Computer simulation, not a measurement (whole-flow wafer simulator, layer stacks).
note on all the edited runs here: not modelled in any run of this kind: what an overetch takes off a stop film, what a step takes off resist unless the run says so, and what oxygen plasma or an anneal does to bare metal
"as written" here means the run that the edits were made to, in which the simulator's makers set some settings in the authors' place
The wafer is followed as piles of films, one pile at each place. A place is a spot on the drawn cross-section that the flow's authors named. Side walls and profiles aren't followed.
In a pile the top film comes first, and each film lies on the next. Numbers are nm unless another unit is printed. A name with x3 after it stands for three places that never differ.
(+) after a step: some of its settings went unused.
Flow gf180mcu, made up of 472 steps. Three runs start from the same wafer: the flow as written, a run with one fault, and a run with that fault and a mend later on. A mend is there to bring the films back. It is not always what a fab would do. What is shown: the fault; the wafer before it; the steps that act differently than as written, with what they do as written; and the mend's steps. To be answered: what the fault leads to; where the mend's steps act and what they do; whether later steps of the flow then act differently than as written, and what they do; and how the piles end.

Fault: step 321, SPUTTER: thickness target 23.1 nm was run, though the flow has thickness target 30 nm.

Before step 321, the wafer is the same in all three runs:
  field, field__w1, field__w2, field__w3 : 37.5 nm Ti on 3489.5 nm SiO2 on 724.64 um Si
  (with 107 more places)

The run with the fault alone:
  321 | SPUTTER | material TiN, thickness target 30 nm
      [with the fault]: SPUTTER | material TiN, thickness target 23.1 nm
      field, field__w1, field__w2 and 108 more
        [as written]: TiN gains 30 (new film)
        [with the fault]: TiN gains 23.1 (new film)
  Steps later in the flow that act otherwise than as written:
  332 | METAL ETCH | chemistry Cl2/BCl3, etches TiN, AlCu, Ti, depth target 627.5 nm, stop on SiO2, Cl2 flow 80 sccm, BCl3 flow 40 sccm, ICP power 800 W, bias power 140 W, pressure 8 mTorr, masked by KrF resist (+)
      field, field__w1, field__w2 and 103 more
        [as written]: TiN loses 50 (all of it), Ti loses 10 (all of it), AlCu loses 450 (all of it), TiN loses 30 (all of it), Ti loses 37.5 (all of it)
        [with the fault]: TiN loses 50 (all of it), Ti loses 10 (all of it), AlCu loses 450 (all of it), TiN loses 23.1 (all of it), Ti loses 37.5 (all of it)
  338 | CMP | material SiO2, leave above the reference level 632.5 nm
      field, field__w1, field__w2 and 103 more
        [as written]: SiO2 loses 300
        [with the fault]: SiO2 loses 306.9
  By the end, the piles at field__w8, contact, m1, m1__w1, m1_nw depart from the flow's by more than 2% or 0.5 nm, whichever is larger.
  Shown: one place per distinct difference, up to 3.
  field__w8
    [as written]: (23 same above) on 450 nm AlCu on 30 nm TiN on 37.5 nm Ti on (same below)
    [with the fault]: (23 same above) on 450 nm AlCu on 23.1 nm TiN on 37.5 nm Ti on (same below)
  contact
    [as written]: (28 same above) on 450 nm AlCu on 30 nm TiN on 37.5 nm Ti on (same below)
    [with the fault]: (28 same above) on 450 nm AlCu on 23.1 nm TiN on 37.5 nm Ti on (same below)

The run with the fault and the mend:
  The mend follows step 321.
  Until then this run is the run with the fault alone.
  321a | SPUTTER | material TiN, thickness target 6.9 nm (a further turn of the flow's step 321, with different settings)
      field, field__w1, field__w2 and 108 more
        TiN gains 6.9
  None of the later steps of the flow acts differently than as written at any place that is followed.
  At every place that both follow, the piles at the end match the flow's.
